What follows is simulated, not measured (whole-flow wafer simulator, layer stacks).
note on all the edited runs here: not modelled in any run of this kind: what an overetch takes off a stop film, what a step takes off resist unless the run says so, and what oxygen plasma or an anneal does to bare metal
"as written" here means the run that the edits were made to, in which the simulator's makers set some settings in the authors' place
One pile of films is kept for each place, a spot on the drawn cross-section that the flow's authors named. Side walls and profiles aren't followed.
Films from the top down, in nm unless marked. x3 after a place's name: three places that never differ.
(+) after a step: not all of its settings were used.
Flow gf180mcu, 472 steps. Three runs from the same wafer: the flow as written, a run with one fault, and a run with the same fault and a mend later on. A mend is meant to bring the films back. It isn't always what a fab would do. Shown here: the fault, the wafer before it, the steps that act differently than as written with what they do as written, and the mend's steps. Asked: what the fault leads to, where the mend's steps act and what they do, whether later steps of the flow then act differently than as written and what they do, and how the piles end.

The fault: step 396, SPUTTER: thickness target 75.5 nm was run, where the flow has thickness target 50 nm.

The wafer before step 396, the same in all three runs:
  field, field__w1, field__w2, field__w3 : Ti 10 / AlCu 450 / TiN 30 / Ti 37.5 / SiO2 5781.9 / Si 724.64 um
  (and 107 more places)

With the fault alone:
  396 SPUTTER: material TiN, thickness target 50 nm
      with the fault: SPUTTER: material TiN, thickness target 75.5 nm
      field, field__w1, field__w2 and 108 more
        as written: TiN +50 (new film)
        with the fault: TiN +75.5 (new film)
  Later steps of the flow that act differently than as written (1 more step differs only slightly, by at most 2% or 0.5 nm, whichever is larger, and isn't shown):
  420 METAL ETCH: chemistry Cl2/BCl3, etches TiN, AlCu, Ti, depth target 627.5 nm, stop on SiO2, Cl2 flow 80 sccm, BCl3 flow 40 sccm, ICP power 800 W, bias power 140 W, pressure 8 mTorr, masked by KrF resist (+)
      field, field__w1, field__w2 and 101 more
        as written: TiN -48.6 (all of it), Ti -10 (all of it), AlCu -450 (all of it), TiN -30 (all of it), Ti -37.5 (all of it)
        with the fault: TiN -74.1 (all of it), Ti -10 (all of it), AlCu -450 (all of it), TiN -30 (all of it), Ti -37.5 (all of it)
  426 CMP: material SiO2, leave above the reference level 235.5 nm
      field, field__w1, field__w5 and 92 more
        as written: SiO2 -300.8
        with the fault: SiO2 -275.3
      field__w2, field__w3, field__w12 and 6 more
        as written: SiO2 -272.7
        with the fault: SiO2 -246
  At the end the piles differ from the flow's by more than 2% or 0.5 nm, whichever is larger, at field__w4, field__w8, contact, m1, m1__w1, mim, mim_1p0, m1_nw.
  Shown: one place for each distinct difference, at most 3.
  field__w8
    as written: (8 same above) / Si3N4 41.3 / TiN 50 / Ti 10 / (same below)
    with the fault: (8 same above) / Si3N4 41.3 / TiN 75.5 / Ti 10 / (same below)
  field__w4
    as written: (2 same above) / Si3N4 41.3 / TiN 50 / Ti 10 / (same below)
    with the fault: (2 same above) / Si3N4 41.3 / TiN 75.5 / Ti 10 / (same below)
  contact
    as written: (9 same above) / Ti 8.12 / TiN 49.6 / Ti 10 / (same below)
    with the fault: (9 same above) / Ti 8.12 / TiN 75.1 / Ti 10 / (same below)

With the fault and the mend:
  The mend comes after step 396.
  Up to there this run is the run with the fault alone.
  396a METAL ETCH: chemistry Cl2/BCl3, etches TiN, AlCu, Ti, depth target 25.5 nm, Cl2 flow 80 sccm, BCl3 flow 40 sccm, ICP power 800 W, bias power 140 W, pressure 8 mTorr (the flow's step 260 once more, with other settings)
      field, field__w1, field__w2 and 108 more
        TiN -25.5
  No later step of the flow acts differently than as written at any place that is followed.
  At the end the piles are the same as the flow's at every place that both follow.
